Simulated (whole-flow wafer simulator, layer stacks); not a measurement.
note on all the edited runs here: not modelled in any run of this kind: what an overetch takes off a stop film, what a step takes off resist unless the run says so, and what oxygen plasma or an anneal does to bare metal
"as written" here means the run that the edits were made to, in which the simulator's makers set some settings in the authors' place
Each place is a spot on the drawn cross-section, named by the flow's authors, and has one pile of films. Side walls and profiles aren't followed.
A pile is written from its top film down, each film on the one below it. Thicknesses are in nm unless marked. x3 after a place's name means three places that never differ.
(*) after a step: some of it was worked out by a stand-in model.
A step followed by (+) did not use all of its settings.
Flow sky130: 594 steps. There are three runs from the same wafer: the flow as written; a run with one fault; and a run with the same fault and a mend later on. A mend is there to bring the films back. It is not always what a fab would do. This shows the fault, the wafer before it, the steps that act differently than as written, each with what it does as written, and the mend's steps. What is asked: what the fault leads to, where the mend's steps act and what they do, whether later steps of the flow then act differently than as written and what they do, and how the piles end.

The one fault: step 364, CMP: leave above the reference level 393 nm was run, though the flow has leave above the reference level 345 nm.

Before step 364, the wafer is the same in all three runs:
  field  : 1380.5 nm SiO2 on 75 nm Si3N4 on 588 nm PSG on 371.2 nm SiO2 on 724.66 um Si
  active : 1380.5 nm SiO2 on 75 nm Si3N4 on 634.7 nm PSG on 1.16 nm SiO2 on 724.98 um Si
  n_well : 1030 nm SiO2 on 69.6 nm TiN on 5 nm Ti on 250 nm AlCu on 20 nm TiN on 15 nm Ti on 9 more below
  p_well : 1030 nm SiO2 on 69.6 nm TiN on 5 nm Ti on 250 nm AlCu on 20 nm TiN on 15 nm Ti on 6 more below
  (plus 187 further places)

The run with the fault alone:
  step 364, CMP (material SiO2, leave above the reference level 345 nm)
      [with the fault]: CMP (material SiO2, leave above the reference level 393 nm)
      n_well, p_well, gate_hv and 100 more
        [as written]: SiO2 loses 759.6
        [with the fault]: SiO2 loses 711.6
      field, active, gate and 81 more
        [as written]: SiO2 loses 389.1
        [with the fault]: SiO2 loses 341.1
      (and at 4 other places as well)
  Steps further on in the flow that do not act as written (9 other steps are not shown; they differ only slightly, by no more than 2% or 0.5 nm, whichever is larger):
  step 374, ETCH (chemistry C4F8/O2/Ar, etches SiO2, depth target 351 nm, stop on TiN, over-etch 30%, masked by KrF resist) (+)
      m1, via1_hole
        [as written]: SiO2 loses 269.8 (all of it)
        [with the fault]: SiO2 loses 317.8 (all of it)
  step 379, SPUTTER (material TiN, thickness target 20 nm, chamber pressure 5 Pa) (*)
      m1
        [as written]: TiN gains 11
        [with the fault]: TiN gains 10.1
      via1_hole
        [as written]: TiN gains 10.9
        [with the fault]: TiN gains 10.1
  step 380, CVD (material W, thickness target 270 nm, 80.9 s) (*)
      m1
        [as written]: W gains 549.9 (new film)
        [with the fault]: W gains 598.7 (new film)
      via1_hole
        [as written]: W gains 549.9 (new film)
        [with the fault]: W gains 598.8 (new film)
  The piles end different from the flow's at n_well, p_well, gate_hv and 111 more by more than 2% or 0.5 nm, whichever is larger.
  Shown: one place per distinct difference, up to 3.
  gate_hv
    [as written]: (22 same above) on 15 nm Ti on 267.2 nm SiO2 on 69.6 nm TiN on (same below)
    [with the fault]: (22 same above) on 15 nm Ti on 315.2 nm SiO2 on 69.6 nm TiN on (same below)
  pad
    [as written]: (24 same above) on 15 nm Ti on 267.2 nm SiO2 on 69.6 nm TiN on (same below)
    [with the fault]: (24 same above) on 15 nm Ti on 315.2 nm SiO2 on 69.6 nm TiN on (same below)
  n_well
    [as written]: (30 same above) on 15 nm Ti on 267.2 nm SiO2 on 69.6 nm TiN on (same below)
    [with the fault]: (30 same above) on 15 nm Ti on 315.2 nm SiO2 on 69.6 nm TiN on (same below)

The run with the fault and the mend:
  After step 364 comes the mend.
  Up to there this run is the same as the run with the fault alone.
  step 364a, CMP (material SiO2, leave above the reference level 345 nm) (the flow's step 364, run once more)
      field, active, n_well and 188 more
        SiO2 loses 48
  Later steps of the flow that are run all act as written at every place that is followed.
  By the end, the piles equal the flow's at every place that both follow.
